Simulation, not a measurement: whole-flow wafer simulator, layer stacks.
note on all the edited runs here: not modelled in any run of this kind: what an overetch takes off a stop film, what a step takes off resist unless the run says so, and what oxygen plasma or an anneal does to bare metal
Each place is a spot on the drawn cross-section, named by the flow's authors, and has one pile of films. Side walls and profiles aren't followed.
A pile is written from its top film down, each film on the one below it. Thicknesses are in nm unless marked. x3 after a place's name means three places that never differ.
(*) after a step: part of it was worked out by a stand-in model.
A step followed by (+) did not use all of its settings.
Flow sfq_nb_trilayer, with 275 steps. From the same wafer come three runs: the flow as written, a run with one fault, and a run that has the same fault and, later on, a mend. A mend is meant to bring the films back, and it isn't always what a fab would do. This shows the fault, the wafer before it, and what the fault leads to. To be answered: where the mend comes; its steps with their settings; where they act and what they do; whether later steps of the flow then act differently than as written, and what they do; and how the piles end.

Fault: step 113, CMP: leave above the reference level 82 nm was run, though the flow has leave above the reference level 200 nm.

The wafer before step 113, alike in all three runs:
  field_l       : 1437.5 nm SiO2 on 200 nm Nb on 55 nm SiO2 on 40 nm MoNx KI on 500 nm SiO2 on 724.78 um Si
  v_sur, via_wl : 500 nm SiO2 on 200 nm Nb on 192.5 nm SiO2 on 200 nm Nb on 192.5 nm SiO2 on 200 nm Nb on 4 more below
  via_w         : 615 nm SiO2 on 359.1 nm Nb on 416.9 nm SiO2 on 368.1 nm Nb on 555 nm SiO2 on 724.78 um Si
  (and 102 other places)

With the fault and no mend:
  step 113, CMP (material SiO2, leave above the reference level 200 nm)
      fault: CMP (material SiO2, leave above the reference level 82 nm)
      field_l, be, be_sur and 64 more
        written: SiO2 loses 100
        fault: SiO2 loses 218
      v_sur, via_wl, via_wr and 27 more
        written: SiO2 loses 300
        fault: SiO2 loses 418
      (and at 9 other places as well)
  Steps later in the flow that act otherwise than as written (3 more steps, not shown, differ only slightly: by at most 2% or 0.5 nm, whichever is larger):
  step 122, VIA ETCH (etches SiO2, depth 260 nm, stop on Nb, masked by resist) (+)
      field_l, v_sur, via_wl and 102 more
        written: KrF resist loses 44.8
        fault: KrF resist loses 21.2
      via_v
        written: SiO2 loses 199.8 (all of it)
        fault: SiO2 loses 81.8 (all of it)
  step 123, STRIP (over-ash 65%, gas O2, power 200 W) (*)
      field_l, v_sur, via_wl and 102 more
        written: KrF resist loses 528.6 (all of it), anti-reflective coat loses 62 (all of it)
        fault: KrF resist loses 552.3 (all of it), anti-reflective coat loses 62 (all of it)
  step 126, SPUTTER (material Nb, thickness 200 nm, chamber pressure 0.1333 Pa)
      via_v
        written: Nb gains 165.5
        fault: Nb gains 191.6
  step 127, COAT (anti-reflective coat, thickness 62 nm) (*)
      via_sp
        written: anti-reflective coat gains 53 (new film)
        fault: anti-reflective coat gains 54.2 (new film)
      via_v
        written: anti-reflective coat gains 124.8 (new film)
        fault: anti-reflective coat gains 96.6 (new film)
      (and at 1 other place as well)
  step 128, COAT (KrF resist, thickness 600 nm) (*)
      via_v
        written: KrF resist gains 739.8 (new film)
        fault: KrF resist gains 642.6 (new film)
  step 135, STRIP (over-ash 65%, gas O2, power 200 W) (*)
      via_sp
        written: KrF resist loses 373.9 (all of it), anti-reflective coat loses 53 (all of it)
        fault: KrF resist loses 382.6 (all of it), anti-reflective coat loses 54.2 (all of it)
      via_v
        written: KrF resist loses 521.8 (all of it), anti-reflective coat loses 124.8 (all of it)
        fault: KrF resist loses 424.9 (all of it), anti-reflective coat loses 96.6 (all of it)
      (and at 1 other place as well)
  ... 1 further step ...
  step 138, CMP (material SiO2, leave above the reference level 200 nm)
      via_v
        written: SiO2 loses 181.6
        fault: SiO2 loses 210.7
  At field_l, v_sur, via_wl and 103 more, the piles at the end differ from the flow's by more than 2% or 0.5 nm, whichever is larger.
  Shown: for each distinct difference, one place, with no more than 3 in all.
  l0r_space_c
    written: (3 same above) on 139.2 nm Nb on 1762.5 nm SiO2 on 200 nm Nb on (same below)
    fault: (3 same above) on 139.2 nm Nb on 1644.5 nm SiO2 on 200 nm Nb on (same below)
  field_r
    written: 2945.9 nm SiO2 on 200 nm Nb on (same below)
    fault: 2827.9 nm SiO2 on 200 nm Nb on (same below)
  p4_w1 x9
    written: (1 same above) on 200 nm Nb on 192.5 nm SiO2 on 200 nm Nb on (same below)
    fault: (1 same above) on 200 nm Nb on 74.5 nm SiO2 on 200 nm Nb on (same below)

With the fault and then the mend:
  The mend follows step 120.
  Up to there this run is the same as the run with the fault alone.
  step 120a, STRIP (over-ash 65%, gas O2, power 200 W) (*)
      field_l, v_sur, via_wl and 102 more
        KrF resist loses 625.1 (all of it), anti-reflective coat loses 62 (all of it)
      via_v
        anti-reflective coat loses 62 (all of it)
  step 120b, PECVD (material SiO2, thickness 118 nm, 150 C, 26.22 s, RF power 183.3 W, pressure 2.4 Torr, precursor SiH4/N2O) (the flow's step 112, run once more with other settings)
      field_l, v_sur, via_wl and 103 more
        SiO2 gains 118
  step 120c, COAT (anti-reflective coat, thickness 62 nm) (the flow's step 115, run once more)
      field_l, v_sur, via_wl and 103 more
        anti-reflective coat gains 62 (new film)
  step 120d, COAT (KrF resist, thickness 650 nm) (the flow's step 116, run once more)
      field_l, v_sur, via_wl and 103 more
        KrF resist gains 650 (new film)
  step 120e, SOFTBAKE (KrF resist) (the flow's step 117, run once more)
      leaves every film unchanged at each place that is followed
  step 120f, EXPOSE (photomask I3, dose 11.91 mJ/cm2, NA 0.6, wavelength 248 nm) (*) (the flow's step 118, run once more)
      leaves every film unchanged at each place that is followed
  step 120g, PEB (KrF resist, 90 s) (the flow's step 119, run once more)
      field_l, v_sur, via_wl and 103 more
        KrF resist loses 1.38
  step 120h, DEVELOP (KrF resist, thickness 650 nm, 60 s) (the flow's step 120, run once more)
      field_l, v_sur, via_wl and 102 more
        KrF resist loses 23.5
      via_v
        KrF resist loses 648.6 (all of it)
  Later steps of the flow that are run all act as written at every place that is followed.
  At every place that both follow, the piles at the end match the flow's.
